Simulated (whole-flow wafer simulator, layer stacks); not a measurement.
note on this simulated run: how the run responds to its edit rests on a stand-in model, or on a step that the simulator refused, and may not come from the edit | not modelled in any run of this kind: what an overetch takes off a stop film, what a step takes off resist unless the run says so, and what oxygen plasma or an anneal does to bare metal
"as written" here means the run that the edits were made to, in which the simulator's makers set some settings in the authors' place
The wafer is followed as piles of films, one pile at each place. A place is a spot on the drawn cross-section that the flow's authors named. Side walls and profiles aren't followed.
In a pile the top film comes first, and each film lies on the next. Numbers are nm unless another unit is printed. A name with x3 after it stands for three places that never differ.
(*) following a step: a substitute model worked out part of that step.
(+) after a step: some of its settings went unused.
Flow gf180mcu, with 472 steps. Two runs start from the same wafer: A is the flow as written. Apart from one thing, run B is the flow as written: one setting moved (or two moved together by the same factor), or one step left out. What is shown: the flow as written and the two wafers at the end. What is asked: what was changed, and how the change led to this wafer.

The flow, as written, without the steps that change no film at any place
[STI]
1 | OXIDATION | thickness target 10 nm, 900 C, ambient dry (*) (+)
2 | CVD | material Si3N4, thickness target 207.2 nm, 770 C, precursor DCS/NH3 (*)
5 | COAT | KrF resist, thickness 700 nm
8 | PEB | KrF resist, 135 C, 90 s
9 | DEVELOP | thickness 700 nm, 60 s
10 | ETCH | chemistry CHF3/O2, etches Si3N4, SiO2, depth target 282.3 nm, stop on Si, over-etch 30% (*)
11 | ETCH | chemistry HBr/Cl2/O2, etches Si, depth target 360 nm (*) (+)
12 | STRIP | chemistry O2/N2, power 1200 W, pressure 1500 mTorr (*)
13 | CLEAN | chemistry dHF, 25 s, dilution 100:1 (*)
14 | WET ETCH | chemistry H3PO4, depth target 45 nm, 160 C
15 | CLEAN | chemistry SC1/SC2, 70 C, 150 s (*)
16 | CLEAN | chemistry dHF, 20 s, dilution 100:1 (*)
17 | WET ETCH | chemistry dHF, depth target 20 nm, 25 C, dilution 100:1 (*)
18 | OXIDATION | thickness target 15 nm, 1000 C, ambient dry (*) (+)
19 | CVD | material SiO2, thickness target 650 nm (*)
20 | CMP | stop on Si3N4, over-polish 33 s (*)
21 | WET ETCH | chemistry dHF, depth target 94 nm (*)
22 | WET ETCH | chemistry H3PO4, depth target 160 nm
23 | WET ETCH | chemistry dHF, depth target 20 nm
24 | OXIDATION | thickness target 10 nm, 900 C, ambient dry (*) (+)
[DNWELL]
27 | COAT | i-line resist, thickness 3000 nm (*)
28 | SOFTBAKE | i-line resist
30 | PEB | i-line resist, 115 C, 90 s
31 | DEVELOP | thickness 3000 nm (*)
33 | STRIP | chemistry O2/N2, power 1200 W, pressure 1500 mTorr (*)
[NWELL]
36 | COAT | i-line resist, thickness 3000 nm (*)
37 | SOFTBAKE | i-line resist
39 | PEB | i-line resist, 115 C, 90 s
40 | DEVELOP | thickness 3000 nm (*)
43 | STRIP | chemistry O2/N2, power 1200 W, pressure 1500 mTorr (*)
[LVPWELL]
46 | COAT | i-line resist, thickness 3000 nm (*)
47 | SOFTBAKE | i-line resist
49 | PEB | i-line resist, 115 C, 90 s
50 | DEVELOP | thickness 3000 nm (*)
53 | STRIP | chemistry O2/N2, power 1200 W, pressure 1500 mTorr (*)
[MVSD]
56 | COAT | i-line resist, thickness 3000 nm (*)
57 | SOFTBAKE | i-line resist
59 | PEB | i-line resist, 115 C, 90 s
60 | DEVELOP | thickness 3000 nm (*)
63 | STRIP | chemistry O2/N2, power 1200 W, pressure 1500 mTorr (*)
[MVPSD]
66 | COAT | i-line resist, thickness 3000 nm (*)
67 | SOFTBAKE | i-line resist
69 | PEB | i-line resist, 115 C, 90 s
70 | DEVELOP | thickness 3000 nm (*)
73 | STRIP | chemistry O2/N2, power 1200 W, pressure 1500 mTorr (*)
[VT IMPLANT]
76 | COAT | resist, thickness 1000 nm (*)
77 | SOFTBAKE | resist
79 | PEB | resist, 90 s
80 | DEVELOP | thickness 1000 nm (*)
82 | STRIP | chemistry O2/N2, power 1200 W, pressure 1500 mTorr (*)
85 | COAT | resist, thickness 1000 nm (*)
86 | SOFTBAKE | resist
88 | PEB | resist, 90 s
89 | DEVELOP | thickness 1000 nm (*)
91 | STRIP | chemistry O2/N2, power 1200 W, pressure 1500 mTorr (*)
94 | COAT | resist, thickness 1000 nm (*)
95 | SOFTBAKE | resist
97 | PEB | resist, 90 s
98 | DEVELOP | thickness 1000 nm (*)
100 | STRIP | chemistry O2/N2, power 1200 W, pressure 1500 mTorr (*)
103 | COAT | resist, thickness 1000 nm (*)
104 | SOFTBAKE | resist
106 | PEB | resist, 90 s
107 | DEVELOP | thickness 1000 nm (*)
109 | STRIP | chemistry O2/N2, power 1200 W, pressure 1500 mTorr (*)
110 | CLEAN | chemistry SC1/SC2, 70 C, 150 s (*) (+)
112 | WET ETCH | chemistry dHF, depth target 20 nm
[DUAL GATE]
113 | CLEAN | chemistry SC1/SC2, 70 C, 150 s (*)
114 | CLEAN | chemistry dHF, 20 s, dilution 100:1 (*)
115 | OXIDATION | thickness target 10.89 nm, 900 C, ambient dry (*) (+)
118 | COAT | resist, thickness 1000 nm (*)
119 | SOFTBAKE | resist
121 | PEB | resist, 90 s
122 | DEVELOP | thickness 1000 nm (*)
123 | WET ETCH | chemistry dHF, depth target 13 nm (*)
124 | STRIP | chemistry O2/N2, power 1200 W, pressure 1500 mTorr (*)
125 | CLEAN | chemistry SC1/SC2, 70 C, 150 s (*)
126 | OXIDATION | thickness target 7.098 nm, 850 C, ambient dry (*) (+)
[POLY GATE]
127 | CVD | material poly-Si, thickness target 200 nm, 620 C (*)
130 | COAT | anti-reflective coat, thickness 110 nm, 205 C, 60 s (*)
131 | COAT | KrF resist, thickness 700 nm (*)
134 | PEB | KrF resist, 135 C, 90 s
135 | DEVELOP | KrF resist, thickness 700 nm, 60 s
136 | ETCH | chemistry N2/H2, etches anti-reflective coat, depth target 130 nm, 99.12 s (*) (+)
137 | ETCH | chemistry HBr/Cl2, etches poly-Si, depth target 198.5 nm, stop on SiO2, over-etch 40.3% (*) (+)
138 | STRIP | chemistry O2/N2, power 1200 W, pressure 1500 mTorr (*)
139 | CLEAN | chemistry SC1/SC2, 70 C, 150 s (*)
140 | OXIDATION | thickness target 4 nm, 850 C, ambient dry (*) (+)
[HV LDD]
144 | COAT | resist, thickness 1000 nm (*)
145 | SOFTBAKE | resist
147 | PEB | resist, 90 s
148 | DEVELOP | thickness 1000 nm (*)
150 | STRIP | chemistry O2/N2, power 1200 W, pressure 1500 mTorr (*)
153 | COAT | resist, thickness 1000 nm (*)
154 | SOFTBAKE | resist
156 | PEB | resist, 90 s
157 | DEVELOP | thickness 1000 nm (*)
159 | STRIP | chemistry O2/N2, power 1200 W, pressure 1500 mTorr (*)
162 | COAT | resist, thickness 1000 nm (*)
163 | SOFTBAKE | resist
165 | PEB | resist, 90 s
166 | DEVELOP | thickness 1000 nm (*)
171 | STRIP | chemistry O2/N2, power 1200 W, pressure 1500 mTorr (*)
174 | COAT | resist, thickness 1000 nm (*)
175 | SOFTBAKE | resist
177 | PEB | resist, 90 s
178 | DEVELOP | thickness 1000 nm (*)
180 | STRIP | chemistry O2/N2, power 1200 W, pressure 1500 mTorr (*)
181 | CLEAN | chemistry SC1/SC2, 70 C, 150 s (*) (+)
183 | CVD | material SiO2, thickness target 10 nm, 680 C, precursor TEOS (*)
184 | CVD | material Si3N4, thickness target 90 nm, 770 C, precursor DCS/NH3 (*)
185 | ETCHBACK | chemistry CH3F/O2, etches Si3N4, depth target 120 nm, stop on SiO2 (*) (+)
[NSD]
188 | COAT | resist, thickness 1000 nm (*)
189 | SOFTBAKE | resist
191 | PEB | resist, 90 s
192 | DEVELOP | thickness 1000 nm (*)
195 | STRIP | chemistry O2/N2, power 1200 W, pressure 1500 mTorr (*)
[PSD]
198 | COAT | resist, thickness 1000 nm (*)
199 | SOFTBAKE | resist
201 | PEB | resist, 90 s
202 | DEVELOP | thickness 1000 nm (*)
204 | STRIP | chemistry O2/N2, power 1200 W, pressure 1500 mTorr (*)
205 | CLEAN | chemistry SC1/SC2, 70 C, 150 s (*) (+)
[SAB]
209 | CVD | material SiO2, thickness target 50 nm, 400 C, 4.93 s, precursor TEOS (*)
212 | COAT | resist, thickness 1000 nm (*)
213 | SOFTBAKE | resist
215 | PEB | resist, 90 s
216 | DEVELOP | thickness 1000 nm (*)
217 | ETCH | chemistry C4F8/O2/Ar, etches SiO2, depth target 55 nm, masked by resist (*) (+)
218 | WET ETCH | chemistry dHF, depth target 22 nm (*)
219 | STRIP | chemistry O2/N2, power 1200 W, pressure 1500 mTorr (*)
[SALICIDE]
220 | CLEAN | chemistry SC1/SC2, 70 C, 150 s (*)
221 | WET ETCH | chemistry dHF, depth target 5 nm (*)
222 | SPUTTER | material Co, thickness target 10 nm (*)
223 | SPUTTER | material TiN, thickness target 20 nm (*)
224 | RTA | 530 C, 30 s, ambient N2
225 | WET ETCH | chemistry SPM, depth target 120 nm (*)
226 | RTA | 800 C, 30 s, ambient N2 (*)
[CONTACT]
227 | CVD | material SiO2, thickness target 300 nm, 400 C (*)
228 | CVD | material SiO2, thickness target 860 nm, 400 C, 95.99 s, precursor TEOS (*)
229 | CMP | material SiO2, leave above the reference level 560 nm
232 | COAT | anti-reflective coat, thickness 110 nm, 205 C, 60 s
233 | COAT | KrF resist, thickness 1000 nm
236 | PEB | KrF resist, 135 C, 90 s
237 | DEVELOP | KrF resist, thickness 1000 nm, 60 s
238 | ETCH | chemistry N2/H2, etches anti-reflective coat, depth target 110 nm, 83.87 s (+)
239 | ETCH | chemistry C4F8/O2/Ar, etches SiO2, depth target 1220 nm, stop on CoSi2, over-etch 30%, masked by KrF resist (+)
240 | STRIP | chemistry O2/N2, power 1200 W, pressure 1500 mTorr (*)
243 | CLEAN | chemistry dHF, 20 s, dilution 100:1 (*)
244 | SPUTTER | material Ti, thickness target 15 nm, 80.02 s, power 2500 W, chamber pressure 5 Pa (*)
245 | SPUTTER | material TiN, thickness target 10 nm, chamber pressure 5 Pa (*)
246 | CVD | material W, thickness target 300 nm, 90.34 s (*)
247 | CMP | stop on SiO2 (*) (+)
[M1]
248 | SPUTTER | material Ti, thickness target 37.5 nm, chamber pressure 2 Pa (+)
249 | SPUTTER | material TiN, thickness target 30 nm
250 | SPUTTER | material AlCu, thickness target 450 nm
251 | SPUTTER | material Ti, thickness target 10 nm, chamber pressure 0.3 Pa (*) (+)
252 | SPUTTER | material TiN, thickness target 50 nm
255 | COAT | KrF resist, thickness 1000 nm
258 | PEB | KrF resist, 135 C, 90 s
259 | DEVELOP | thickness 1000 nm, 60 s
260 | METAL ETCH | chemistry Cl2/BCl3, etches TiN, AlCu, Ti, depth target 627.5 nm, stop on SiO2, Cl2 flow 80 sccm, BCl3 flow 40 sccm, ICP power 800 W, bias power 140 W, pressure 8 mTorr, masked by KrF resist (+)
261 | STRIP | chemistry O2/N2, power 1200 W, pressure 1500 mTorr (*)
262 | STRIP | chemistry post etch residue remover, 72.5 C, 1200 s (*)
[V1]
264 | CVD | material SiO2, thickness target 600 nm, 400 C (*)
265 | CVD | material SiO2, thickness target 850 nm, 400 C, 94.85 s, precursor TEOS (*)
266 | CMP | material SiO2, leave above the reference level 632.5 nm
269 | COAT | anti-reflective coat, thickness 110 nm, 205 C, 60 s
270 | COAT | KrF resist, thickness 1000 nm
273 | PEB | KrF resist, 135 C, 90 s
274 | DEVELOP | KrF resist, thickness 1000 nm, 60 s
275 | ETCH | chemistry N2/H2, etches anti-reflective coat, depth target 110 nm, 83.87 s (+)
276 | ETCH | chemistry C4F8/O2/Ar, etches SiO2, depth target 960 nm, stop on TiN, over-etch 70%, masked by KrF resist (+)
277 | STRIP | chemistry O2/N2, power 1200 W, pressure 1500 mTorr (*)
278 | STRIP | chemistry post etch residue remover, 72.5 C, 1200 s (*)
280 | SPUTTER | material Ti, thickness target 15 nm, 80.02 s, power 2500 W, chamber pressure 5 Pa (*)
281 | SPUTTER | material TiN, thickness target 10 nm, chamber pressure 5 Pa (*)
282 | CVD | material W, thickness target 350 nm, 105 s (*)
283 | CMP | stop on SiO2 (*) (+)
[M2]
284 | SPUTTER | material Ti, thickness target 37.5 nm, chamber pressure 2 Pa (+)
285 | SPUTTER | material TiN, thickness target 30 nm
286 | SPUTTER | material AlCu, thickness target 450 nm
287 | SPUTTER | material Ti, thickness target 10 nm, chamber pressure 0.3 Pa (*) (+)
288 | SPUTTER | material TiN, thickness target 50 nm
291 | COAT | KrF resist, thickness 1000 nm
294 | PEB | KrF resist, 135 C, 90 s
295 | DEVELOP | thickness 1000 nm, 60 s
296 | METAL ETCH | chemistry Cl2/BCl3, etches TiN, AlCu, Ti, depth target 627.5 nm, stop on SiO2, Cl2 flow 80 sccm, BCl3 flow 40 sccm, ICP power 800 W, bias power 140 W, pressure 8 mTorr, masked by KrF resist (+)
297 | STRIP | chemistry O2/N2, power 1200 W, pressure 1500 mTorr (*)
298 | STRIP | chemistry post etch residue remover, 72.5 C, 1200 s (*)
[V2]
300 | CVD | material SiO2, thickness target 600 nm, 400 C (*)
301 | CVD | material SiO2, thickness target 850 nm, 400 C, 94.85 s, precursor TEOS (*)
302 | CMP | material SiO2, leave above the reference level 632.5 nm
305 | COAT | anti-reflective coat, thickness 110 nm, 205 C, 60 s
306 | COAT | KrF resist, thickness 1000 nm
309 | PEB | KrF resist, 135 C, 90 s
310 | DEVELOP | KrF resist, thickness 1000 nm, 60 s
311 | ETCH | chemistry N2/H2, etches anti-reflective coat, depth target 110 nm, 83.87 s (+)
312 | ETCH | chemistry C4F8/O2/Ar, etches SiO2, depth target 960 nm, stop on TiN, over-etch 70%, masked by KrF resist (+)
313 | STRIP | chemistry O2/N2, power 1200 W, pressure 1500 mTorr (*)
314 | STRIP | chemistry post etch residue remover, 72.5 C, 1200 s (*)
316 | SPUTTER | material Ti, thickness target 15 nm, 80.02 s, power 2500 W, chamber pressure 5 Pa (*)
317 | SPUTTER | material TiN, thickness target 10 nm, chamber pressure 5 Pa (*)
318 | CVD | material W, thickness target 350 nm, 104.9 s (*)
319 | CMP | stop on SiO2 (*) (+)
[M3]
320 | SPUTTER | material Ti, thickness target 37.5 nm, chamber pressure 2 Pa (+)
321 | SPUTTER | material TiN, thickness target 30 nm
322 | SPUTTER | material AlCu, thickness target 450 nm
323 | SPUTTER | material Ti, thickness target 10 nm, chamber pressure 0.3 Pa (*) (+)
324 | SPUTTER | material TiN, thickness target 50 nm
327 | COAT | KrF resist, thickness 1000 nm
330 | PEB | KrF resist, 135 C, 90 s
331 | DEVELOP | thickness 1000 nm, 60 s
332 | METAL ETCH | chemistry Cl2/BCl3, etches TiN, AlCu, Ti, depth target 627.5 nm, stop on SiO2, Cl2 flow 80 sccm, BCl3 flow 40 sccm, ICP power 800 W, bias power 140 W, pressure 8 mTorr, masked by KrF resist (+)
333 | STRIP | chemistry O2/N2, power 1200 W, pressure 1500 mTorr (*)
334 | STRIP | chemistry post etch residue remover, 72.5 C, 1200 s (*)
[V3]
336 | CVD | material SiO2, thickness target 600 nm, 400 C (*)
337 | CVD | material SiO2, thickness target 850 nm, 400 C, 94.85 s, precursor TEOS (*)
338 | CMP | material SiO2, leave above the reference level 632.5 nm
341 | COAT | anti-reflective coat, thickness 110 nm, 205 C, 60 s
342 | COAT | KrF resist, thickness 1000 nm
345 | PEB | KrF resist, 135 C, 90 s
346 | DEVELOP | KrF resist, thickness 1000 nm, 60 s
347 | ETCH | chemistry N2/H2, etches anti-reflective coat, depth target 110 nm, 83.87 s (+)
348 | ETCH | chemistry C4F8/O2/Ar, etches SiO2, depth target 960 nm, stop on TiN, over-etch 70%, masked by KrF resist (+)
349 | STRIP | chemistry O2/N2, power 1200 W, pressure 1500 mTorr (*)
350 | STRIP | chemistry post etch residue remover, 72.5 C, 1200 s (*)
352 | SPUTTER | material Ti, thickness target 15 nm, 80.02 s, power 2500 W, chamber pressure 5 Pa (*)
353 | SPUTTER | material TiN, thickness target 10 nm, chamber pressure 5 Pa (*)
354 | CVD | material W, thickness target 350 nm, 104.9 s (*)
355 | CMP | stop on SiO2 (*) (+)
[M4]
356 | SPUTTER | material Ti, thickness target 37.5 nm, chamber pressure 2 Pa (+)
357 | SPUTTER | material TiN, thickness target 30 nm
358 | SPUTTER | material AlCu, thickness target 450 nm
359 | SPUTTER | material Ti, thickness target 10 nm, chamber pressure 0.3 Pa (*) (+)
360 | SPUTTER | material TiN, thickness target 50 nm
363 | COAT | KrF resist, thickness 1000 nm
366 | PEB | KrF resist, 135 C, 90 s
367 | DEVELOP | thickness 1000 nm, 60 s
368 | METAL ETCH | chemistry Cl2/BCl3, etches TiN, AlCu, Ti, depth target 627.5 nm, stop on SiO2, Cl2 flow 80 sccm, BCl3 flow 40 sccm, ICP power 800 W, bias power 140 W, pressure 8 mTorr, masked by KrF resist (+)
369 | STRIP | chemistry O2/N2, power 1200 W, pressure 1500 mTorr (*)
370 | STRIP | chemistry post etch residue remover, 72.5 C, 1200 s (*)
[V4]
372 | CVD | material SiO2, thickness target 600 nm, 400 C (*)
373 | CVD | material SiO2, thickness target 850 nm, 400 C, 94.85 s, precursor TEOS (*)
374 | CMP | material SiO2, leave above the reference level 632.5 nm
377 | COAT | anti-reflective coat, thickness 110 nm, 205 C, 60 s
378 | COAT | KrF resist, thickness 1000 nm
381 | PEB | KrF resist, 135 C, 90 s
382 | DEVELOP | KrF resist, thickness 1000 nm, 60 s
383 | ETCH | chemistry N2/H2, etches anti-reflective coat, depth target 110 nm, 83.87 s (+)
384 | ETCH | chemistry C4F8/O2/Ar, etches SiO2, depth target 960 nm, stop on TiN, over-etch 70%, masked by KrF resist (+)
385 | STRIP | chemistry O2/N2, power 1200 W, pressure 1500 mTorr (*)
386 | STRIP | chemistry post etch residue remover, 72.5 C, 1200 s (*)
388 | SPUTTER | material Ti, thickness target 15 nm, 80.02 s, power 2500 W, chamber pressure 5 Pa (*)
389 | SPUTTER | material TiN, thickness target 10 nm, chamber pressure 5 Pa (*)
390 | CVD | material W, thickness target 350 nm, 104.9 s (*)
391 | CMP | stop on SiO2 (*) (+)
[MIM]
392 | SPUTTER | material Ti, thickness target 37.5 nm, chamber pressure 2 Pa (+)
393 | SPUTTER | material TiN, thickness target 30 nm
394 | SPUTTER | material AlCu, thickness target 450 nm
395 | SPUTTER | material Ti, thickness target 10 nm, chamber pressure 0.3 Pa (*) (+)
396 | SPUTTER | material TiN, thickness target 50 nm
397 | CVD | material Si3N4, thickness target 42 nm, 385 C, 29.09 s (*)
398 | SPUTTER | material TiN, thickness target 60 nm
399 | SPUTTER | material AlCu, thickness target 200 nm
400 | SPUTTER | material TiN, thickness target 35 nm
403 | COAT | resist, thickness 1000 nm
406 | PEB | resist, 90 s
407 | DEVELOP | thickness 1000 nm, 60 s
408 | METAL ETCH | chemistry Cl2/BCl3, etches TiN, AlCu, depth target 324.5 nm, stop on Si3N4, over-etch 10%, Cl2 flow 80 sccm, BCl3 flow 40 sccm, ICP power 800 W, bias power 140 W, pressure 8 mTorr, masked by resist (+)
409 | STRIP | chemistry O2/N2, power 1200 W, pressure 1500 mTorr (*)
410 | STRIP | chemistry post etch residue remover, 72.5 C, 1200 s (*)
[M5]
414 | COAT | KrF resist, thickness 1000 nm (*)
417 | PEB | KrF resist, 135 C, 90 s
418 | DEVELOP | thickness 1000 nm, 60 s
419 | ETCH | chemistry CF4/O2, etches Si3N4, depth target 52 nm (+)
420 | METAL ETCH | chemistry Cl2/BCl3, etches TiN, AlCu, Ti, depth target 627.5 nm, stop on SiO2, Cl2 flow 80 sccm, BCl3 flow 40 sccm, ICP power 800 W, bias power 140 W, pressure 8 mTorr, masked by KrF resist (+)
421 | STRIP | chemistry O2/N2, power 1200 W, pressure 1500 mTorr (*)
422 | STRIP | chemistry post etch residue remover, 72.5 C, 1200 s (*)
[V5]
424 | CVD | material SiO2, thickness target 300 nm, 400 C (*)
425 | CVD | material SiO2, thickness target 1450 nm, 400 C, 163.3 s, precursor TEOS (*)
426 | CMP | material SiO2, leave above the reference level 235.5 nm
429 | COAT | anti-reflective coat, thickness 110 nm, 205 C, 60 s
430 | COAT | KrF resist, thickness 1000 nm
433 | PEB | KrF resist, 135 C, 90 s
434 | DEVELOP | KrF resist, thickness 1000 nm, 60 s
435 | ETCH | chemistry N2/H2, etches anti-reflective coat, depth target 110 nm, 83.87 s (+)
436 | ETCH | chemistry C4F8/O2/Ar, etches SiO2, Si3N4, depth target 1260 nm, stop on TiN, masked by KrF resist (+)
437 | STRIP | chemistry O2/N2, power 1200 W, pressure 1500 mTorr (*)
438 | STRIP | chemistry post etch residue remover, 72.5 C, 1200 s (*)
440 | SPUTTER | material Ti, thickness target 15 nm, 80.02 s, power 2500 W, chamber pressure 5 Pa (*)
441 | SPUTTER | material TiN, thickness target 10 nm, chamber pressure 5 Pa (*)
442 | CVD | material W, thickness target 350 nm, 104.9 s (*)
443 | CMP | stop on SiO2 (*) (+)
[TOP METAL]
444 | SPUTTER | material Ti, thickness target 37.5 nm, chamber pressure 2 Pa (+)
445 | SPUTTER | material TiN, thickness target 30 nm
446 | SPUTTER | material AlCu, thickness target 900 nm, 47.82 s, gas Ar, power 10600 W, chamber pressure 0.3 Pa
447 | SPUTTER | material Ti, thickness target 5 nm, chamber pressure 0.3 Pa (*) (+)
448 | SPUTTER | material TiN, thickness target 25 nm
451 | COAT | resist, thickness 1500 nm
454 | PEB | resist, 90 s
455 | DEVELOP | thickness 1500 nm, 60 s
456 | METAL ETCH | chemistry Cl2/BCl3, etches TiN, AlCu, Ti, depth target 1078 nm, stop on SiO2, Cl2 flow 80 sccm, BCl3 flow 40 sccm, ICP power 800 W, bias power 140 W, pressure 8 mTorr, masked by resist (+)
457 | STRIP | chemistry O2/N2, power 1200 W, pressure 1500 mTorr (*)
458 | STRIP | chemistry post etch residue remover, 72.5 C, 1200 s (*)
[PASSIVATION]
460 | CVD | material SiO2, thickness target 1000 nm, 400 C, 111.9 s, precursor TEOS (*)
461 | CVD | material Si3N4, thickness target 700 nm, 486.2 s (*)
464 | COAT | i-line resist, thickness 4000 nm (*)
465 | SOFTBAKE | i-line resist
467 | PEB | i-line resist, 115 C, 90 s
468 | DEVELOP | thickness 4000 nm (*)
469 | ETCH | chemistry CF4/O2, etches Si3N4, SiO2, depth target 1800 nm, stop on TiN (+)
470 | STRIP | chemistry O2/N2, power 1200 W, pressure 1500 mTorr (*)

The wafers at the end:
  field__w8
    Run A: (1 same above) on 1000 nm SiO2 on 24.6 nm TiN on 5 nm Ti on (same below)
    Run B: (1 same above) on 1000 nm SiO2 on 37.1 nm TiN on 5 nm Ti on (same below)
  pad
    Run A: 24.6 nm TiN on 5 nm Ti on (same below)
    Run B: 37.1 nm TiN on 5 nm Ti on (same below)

What caused this: step 448, SPUTTER: thickness target 37.5 nm was run, though the flow has thickness target 25 nm.

The path from the change to this, step by step:
  448 | SPUTTER | material TiN, thickness target 25 nm
      field, field__w1, field__w2 and 109 more: A TiN gains 25 (new film) | B TiN gains 37.5 (new film)
  456 | METAL ETCH | chemistry Cl2/BCl3, etches TiN, AlCu, Ti, depth target 1078 nm, stop on SiO2, Cl2 flow 80 sccm, BCl3 flow 40 sccm, ICP power 800 W, bias power 140 W, pressure 8 mTorr, masked by resist (+)
      field, field__w1, field__w2 and 103 more: A TiN loses 25 (all of it), Ti loses 5 (all of it), AlCu loses 900 (all of it), TiN loses 30 (all of it), Ti loses 37.5 (all of it) | B TiN loses 37.5 (all of it), Ti loses 5 (all of it), AlCu loses 900 (all of it), TiN loses 30 (all of it), Ti loses 37.5 (all of it)
  465 | SOFTBAKE | i-line resist
      field__w11, field__w13: A i-line resist gains 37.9 | B i-line resist gains 31.8
      field: A i-line resist loses 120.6 | B i-line resist loses 110.5
      (as well as at 57 more places)
